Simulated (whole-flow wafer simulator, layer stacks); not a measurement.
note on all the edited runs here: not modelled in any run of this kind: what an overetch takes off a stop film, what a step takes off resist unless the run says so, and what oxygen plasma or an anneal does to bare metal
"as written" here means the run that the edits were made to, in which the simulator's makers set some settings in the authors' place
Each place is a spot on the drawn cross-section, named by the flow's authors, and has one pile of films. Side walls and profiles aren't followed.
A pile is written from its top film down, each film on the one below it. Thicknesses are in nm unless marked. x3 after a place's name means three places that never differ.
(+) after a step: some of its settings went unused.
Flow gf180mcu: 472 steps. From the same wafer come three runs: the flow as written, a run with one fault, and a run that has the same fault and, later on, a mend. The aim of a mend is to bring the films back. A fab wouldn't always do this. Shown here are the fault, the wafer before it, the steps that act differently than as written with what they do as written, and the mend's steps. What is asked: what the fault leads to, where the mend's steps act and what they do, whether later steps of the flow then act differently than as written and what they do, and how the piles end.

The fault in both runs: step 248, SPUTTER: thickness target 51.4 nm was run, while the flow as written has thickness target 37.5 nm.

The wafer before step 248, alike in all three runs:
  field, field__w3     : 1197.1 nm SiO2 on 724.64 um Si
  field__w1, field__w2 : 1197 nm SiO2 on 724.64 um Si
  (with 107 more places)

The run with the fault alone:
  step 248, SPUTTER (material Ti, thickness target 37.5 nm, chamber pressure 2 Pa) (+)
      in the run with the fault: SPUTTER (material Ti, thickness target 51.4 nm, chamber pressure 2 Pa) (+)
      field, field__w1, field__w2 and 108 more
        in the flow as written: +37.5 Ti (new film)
        in the run with the fault: +51.4 Ti (new film)
  Later steps of the flow acting differently than as written:
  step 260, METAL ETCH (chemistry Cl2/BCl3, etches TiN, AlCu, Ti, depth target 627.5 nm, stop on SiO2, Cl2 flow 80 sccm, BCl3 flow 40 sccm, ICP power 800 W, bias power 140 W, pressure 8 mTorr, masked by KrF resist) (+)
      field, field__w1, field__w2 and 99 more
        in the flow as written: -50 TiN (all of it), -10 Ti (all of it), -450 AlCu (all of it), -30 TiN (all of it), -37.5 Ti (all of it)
        in the run with the fault: -50 TiN (all of it), -10 Ti (all of it), -450 AlCu (all of it), -30 TiN (all of it), -51.4 Ti (all of it)
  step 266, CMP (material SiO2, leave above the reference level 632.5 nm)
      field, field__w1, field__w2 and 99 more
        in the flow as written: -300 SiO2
        in the run with the fault: -286.1 SiO2
  By the end, the piles at field__w8, contact, m1 and 6 more depart from the flow's by more than 2% or 0.5 nm, whichever is larger.
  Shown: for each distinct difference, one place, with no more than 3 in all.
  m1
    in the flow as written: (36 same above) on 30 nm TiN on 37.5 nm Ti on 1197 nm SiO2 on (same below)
    in the run with the fault: (36 same above) on 30 nm TiN on 51.4 nm Ti on 1197 nm SiO2 on (same below)
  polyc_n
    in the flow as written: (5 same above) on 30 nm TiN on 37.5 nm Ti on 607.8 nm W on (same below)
    in the run with the fault: (5 same above) on 30 nm TiN on 51.4 nm Ti on 607.8 nm W on (same below)
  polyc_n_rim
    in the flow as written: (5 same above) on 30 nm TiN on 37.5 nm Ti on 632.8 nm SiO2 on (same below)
    in the run with the fault: (5 same above) on 30 nm TiN on 51.4 nm Ti on 632.8 nm SiO2 on (same below)

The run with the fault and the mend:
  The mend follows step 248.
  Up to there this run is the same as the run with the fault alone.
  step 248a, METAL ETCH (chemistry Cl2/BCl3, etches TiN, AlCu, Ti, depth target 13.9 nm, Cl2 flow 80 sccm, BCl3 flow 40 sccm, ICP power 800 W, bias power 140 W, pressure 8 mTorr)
      field, field__w1, field__w2 and 108 more
        -13.9 Ti
  Every later step of the flow that is run acts as written at every place that is followed.
  The piles end the same as the flow's at every place that both follow.
